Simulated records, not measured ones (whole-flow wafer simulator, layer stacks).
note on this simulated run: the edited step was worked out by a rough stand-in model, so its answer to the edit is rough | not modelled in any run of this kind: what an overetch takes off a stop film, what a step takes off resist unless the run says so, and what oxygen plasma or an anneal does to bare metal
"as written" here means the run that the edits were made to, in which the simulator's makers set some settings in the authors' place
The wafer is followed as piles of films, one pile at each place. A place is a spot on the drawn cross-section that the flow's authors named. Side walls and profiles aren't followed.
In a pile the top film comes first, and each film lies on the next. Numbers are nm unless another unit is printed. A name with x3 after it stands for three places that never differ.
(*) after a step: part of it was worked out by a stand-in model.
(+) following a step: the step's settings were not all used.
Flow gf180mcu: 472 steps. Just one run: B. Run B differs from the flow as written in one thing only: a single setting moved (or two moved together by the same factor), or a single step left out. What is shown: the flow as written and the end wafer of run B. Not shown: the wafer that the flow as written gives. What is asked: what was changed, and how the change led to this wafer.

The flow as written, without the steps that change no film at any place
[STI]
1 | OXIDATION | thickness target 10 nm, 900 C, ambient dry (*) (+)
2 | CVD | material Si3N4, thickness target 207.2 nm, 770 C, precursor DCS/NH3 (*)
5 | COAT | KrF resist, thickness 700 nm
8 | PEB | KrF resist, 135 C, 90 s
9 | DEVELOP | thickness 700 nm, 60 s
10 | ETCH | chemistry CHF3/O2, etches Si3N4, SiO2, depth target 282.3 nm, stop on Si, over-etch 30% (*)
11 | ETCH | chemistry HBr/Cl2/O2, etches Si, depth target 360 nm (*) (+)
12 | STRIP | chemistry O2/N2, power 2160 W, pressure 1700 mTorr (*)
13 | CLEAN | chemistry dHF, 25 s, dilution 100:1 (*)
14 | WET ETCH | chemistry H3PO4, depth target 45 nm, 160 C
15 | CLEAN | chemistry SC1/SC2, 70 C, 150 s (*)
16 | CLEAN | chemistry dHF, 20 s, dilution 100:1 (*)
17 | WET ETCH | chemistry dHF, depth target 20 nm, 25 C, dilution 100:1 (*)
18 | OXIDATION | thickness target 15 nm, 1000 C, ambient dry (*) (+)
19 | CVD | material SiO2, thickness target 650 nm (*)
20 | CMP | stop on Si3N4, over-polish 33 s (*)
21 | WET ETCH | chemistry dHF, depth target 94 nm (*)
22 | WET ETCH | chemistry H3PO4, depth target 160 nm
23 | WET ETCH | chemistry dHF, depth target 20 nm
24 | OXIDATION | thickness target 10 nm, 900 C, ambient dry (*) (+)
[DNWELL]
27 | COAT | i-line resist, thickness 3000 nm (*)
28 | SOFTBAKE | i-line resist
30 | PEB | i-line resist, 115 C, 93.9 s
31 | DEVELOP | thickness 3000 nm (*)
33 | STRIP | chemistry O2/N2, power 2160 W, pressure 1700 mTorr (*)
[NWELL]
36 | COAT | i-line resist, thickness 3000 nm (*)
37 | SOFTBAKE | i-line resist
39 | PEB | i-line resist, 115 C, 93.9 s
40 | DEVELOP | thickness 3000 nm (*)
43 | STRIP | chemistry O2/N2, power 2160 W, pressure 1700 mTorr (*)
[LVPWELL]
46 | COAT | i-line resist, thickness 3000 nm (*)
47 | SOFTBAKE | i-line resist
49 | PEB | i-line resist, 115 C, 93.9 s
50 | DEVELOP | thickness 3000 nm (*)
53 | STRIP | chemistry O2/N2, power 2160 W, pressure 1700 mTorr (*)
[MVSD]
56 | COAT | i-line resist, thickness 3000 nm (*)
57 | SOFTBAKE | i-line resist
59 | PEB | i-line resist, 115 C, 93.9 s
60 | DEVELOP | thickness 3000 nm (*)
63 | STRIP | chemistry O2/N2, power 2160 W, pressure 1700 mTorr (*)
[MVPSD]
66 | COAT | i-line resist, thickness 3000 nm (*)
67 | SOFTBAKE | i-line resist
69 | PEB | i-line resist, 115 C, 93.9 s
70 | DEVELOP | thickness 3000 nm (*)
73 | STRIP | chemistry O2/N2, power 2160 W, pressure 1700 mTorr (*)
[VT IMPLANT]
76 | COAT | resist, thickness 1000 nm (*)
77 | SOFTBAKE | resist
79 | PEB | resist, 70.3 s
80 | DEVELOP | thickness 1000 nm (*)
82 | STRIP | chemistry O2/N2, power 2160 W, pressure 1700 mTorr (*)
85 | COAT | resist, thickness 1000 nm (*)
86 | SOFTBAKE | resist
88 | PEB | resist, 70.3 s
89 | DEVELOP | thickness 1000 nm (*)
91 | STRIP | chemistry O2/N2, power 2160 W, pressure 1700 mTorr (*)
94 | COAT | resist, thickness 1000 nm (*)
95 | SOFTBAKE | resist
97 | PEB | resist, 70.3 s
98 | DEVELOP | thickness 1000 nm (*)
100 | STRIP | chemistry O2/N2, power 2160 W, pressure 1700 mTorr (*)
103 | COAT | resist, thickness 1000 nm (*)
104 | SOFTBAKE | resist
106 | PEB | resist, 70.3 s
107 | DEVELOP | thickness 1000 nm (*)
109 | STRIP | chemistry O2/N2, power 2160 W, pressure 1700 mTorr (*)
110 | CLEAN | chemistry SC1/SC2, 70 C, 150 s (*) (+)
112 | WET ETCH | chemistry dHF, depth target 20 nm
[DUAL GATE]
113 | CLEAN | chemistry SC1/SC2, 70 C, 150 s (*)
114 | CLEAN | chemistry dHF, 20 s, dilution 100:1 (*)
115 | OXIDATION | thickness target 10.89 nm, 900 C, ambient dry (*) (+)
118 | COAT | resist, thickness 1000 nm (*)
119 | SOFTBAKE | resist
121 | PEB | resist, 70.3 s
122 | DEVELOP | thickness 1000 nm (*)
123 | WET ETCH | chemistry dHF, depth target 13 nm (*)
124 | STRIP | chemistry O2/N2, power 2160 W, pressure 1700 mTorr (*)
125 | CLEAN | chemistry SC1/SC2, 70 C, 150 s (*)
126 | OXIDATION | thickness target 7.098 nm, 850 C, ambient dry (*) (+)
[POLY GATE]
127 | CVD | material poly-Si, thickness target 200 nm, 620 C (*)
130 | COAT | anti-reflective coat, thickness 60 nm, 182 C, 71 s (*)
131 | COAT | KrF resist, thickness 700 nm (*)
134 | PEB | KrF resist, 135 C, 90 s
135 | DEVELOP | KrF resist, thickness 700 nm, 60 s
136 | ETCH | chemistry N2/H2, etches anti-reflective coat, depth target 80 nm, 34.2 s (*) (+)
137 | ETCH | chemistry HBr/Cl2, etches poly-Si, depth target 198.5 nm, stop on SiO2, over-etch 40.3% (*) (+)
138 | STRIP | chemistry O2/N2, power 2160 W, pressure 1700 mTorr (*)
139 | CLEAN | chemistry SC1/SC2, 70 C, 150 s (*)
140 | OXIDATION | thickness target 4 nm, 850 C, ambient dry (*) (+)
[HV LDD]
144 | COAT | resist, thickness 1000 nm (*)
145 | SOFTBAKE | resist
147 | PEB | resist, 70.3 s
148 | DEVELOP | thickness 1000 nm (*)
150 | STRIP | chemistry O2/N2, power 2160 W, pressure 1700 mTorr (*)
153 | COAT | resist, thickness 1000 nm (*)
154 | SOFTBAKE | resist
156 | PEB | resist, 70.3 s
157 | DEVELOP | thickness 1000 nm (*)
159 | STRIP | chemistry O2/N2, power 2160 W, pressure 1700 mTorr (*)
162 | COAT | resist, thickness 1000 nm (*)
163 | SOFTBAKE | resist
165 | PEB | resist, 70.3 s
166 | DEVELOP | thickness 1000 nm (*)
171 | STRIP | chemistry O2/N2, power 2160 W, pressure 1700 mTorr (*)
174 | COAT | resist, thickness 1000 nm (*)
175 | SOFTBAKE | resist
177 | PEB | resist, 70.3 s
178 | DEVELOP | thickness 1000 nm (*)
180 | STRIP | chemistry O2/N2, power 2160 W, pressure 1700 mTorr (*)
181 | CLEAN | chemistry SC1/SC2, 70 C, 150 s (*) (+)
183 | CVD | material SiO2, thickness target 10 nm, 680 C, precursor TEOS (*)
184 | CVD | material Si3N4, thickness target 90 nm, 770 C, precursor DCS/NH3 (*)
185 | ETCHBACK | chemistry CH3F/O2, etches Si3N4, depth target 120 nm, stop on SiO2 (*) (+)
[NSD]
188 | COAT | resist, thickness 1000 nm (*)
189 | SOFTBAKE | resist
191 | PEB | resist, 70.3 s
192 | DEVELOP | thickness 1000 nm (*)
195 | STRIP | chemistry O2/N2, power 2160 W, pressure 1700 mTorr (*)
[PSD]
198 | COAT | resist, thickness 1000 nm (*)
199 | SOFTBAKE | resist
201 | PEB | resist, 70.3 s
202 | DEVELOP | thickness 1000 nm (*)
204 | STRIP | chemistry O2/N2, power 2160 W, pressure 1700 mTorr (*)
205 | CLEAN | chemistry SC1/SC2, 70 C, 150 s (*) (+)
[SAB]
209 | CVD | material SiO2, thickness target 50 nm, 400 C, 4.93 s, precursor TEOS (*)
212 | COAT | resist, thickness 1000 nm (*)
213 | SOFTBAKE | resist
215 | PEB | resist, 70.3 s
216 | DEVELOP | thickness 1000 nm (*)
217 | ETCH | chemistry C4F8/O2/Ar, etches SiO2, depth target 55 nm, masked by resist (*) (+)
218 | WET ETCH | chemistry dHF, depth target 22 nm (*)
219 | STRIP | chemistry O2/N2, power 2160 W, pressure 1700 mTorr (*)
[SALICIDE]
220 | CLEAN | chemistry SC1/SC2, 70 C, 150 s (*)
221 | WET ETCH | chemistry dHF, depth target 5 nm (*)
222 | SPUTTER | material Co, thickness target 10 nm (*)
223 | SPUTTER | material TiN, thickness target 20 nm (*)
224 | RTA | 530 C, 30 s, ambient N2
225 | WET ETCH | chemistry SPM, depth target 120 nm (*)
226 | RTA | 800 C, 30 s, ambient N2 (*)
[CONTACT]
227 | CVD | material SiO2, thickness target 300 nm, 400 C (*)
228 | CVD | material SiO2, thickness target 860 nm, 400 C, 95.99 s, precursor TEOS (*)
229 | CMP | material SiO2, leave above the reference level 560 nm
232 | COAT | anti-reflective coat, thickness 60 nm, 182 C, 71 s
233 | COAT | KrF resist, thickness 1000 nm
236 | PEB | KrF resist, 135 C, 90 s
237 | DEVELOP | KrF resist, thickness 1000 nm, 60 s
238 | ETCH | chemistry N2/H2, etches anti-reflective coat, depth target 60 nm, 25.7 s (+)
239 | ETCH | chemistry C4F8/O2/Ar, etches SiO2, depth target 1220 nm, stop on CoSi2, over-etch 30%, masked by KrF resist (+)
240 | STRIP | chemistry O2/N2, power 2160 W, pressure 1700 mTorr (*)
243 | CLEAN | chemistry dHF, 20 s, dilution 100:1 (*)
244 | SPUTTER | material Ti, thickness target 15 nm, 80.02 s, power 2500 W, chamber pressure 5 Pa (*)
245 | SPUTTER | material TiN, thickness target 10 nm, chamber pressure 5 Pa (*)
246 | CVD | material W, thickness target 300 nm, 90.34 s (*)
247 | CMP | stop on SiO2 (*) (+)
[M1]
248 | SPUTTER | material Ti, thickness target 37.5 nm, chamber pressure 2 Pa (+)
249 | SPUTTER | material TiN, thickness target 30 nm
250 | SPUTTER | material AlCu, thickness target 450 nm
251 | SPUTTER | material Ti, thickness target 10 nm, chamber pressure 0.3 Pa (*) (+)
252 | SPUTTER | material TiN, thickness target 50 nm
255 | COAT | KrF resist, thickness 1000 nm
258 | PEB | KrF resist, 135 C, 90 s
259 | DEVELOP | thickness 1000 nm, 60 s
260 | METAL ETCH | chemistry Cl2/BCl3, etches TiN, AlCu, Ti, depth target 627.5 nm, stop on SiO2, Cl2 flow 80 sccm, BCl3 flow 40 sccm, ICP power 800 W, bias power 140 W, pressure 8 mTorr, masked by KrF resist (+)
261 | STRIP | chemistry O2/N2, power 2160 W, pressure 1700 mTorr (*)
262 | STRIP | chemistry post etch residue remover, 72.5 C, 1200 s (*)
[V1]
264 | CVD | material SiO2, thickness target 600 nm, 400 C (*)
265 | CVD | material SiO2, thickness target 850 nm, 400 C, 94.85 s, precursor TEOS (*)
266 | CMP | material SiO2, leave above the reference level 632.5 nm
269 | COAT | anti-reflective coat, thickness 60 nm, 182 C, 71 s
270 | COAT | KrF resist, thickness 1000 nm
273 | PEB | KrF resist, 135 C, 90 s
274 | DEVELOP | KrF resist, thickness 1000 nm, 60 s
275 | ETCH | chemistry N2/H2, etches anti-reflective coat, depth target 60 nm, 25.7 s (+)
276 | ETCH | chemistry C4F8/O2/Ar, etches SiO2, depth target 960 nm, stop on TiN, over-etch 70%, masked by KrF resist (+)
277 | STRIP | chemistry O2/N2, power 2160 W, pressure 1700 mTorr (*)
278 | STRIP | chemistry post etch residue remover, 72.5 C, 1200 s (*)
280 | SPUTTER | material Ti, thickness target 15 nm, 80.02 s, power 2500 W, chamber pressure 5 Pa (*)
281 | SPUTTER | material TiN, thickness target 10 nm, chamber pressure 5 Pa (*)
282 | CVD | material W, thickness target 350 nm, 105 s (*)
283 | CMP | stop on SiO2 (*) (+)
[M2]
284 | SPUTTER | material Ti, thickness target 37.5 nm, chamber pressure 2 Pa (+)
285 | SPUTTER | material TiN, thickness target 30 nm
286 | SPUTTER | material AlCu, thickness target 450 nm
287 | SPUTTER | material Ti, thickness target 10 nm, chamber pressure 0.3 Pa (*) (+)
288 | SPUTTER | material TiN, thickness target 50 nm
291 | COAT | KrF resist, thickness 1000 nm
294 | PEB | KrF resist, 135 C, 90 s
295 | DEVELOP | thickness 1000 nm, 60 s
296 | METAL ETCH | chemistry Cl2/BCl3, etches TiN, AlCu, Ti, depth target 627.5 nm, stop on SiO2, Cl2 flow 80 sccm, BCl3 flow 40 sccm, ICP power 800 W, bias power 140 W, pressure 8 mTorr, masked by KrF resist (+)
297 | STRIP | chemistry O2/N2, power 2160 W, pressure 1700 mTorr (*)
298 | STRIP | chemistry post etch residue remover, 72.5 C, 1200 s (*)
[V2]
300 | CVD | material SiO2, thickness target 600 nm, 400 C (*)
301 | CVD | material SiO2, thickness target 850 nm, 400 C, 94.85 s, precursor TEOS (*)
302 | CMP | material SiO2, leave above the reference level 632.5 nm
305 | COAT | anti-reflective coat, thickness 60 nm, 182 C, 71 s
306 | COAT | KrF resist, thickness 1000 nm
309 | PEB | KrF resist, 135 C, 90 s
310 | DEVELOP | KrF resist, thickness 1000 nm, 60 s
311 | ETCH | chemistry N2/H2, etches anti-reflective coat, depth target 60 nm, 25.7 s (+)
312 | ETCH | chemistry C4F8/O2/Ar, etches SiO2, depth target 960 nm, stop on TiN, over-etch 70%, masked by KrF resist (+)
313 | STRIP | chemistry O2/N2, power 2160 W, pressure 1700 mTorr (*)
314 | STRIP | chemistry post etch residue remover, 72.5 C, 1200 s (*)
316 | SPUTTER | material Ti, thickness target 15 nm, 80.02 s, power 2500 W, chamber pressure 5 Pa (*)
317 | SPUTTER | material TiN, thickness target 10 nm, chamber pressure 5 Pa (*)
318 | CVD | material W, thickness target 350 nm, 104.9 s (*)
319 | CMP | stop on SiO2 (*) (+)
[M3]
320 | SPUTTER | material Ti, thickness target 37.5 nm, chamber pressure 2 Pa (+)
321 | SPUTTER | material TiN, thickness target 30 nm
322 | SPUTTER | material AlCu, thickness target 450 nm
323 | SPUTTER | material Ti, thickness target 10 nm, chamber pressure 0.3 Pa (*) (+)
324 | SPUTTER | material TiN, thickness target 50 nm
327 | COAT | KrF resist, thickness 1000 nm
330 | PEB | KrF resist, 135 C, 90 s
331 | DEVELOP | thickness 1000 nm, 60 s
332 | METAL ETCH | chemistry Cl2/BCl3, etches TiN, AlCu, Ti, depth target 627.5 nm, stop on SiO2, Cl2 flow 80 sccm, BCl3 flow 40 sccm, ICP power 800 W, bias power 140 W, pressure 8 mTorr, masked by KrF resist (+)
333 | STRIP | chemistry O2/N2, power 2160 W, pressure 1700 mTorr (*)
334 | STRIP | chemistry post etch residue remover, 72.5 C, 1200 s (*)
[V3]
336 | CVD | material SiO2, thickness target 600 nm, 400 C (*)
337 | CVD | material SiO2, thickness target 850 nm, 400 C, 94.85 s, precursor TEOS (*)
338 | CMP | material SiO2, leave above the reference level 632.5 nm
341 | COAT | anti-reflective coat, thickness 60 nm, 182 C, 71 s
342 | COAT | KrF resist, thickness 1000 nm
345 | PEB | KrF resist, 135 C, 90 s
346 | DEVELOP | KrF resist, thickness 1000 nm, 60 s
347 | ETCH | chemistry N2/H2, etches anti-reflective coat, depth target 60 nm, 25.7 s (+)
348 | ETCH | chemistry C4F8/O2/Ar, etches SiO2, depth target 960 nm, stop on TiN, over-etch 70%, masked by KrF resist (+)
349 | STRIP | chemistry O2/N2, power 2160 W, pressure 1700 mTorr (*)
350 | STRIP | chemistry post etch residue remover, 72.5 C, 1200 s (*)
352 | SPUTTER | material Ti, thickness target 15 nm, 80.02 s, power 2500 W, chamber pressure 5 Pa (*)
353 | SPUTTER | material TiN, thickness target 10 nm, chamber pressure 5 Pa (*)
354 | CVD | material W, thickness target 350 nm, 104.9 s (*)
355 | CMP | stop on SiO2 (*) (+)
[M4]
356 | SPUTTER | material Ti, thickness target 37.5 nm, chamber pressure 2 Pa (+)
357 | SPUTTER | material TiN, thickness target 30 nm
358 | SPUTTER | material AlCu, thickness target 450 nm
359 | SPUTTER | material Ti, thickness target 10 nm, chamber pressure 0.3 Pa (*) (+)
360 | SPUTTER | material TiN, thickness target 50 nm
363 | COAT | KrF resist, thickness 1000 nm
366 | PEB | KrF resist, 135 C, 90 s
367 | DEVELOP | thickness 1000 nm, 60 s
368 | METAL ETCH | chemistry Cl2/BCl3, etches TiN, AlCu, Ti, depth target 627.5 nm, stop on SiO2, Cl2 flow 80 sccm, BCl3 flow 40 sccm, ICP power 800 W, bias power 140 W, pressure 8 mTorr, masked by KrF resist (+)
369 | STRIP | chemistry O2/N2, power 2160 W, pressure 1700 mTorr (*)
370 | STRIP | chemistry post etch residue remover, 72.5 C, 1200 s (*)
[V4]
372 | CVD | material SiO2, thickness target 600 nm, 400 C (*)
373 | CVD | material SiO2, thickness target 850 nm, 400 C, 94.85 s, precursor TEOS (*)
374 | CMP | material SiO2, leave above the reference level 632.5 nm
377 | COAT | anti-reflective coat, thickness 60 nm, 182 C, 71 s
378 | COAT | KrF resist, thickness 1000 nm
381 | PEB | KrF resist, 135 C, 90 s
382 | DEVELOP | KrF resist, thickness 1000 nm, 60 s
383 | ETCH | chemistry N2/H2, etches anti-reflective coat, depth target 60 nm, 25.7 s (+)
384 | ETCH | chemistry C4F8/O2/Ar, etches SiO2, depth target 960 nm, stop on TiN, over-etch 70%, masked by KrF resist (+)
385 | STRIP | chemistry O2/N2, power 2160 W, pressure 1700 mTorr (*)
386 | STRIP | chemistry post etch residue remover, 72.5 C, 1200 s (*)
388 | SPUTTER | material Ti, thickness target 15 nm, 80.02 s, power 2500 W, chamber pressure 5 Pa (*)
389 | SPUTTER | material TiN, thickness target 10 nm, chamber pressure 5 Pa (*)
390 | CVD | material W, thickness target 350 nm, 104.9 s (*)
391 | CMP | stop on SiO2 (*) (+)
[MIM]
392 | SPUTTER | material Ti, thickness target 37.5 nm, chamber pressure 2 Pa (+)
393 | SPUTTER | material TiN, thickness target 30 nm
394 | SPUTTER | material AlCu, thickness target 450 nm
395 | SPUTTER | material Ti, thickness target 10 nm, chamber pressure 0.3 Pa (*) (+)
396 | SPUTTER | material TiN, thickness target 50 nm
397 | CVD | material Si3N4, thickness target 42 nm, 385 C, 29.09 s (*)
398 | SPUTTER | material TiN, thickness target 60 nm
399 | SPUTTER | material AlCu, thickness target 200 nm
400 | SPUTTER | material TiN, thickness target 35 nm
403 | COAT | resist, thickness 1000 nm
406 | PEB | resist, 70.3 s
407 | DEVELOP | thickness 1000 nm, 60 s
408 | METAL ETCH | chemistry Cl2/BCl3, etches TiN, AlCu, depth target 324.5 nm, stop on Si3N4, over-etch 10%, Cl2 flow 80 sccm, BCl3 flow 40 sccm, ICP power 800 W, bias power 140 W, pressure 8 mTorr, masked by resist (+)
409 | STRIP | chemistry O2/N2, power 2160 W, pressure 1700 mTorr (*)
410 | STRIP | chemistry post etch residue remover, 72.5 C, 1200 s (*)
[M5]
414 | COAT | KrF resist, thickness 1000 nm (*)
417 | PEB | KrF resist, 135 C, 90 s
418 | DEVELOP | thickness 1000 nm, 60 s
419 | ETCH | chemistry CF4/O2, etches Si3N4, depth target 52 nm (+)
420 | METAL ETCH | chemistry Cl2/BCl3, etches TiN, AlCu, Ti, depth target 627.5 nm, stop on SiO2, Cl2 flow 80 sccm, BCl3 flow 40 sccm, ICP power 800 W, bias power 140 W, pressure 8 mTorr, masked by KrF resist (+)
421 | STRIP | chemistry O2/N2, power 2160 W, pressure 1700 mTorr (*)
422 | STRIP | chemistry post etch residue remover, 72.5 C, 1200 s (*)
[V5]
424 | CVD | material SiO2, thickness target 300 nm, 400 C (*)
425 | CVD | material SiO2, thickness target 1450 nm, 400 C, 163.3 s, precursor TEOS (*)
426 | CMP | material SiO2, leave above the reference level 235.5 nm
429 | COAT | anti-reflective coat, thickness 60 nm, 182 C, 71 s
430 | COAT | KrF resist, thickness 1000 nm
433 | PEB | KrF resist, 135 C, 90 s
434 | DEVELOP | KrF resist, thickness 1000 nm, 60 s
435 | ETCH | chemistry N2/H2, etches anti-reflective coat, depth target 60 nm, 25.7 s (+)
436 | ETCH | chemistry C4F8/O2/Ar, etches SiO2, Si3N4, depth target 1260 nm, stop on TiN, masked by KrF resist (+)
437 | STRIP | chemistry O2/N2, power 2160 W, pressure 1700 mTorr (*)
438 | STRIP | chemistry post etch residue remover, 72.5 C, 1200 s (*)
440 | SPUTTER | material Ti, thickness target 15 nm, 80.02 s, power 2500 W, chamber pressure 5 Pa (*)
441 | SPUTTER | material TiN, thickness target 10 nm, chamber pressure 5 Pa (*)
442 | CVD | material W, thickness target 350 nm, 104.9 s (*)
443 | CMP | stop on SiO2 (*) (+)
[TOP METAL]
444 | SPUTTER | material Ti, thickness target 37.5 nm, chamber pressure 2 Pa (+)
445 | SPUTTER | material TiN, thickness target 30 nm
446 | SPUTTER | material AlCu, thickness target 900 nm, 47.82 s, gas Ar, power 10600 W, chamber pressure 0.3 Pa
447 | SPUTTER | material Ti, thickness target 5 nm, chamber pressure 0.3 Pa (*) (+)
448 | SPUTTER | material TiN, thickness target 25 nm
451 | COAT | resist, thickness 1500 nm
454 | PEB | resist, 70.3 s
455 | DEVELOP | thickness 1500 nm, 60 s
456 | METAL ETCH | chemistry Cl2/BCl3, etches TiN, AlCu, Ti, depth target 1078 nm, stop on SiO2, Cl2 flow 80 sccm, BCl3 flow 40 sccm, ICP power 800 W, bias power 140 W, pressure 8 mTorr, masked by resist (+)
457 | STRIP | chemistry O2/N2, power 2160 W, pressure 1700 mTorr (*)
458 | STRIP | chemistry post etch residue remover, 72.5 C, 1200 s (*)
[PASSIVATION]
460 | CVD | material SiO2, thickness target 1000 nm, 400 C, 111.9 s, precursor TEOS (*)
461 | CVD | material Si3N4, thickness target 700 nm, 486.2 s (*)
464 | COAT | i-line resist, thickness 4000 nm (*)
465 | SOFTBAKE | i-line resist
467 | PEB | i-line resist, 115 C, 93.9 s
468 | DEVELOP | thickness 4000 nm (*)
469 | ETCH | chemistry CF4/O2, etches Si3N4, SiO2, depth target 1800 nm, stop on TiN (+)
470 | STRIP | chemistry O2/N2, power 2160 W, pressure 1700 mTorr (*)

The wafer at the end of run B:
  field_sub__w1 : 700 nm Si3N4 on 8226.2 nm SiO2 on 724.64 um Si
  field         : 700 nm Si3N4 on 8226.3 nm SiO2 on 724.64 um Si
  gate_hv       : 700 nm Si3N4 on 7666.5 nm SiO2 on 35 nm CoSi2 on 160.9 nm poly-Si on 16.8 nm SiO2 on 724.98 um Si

The reason: step 126, OXIDATION: thickness target 10.01 nm was run, though the flow has thickness target 7.098 nm.

Step by step, how the change led to this:
  126 | OXIDATION | thickness target 7.098 nm, 850 C, ambient dry (*) (+)
      gate_hv, active_hv, active_nat and 25 more: +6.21 SiO2, -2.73 Si (as written it would have been: +3.72 SiO2, -1.64 Si)
      active, n_well, p_well and 12 more: +10 SiO2 (new film), -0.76 chemical SiO2 (all of it), -4.07 Si (as written it would have been: +7.1 SiO2 (new film), -0.76 chemical SiO2 (all of it), -2.79 Si)
  189 | SOFTBAKE | resist
      nw_enc_fld_lv__w3: -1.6 resist (as written it would have been: +2.11 resist)
  199 | SOFTBAKE | resist
      nw_enc_fld_lv__w3: -1.6 resist (as written it would have been: +2.11 resist)
  218 | WET ETCH | chemistry dHF, depth target 22 nm (*)
      active, p_well, sd_n, iso_ptap_pw, iso_ntap_nw, iso_ptap_sub, vpnp_e: -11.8 SiO2 (all of it) (as written it would have been: -9.01 SiO2 (all of it))
      ldn_tap, ldn_src, ldn_drn, ldp_tap, ldp_src, ldp_drn, ldp_gr: -18.4 SiO2 (all of it) (as written it would have been: -16 SiO2 (all of it))
      (as well as at 9 more places)
